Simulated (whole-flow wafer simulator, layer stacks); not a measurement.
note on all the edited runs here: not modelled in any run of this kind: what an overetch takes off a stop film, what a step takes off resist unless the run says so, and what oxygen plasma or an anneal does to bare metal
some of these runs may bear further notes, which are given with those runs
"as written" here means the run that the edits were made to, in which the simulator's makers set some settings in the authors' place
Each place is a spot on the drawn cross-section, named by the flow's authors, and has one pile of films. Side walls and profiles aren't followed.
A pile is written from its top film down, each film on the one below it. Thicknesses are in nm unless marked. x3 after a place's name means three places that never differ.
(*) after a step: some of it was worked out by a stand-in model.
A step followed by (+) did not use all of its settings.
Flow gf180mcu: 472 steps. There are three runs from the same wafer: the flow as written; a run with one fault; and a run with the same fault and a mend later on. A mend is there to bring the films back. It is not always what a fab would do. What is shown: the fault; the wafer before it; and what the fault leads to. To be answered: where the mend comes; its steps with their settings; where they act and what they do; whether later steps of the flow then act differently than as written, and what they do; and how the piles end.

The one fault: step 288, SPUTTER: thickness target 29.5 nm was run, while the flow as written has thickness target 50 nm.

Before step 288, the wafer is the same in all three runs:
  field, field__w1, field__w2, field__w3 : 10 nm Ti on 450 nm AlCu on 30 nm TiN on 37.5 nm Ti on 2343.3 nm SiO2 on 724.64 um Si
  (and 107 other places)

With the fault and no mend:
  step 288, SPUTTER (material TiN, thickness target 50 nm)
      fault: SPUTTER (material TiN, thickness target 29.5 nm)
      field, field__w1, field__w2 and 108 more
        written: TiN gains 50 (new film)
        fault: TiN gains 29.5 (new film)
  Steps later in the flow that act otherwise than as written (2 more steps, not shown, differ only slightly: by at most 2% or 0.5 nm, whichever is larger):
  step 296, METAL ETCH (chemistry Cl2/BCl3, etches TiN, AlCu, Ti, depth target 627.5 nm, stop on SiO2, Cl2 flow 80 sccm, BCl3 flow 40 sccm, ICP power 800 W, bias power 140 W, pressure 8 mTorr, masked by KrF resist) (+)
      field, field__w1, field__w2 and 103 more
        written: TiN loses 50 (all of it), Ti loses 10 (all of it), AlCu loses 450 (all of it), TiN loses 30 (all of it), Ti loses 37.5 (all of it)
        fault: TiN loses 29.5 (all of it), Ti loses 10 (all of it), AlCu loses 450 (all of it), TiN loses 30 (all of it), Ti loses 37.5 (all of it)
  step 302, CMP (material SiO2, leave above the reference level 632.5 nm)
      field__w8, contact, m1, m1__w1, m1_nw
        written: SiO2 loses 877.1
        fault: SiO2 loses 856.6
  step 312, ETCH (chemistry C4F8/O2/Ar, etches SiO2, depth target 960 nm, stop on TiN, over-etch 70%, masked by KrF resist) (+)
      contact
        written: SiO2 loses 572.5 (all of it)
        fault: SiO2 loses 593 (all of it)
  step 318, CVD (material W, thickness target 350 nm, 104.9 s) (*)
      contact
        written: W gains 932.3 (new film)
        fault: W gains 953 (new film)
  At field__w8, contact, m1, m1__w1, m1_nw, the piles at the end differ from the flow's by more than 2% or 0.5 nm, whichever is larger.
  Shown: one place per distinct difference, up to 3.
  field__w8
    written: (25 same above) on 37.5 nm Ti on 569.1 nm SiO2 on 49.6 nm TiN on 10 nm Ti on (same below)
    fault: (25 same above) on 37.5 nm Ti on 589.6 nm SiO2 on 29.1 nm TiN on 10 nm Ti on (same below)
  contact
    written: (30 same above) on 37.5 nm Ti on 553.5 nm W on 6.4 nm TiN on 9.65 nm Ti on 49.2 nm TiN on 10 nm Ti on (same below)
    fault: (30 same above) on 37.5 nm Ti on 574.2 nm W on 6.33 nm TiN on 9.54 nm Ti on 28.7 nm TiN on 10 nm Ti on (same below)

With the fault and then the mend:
  After step 295 comes the mend.
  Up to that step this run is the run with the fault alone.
  step 295a, STRIP (chemistry O2/N2, power 2160 W, pressure 1700 mTorr) (*)
      field__w8, contact, m1, m1__w1, m1_nw
        KrF resist loses 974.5 (all of it)
  step 295b, SPUTTER (material TiN, thickness target 20.5 nm) (the flow's step 288, run once more with other settings)
      field, field__w1, field__w2 and 108 more
        TiN gains 20.5
  step 295c, HMDS (120 C, 60 s) (the flow's step 290, run once more)
      does not change any film at any place that is followed
  step 295d, COAT (KrF resist, thickness 1000 nm) (the flow's step 291, run once more)
      field, field__w1, field__w2 and 108 more
        KrF resist gains 1000 (new film)
  step 295e, SOFTBAKE (KrF resist) (the flow's step 292, run once more)
      does not change any film at any place that is followed
  step 295f, EXPOSE (photomask Metal2) (the flow's step 293, run once more)
      does not change any film at any place that is followed
  step 295g, PEB (KrF resist, 135 C, 90 s) (the flow's step 294, run once more)
      field, field__w1, field__w2 and 108 more
        KrF resist loses 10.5
  step 295h, DEVELOP (thickness 1000 nm, 60 s) (the flow's step 295, run once more)
      field, field__w1, field__w2 and 103 more
        KrF resist loses 989.5 (all of it)
      field__w8, contact, m1, m1__w1, m1_nw
        KrF resist loses 14.9
  Every later step of the flow that is run acts as written at every place that is followed.
  At every place that both follow, the piles at the end match the flow's.
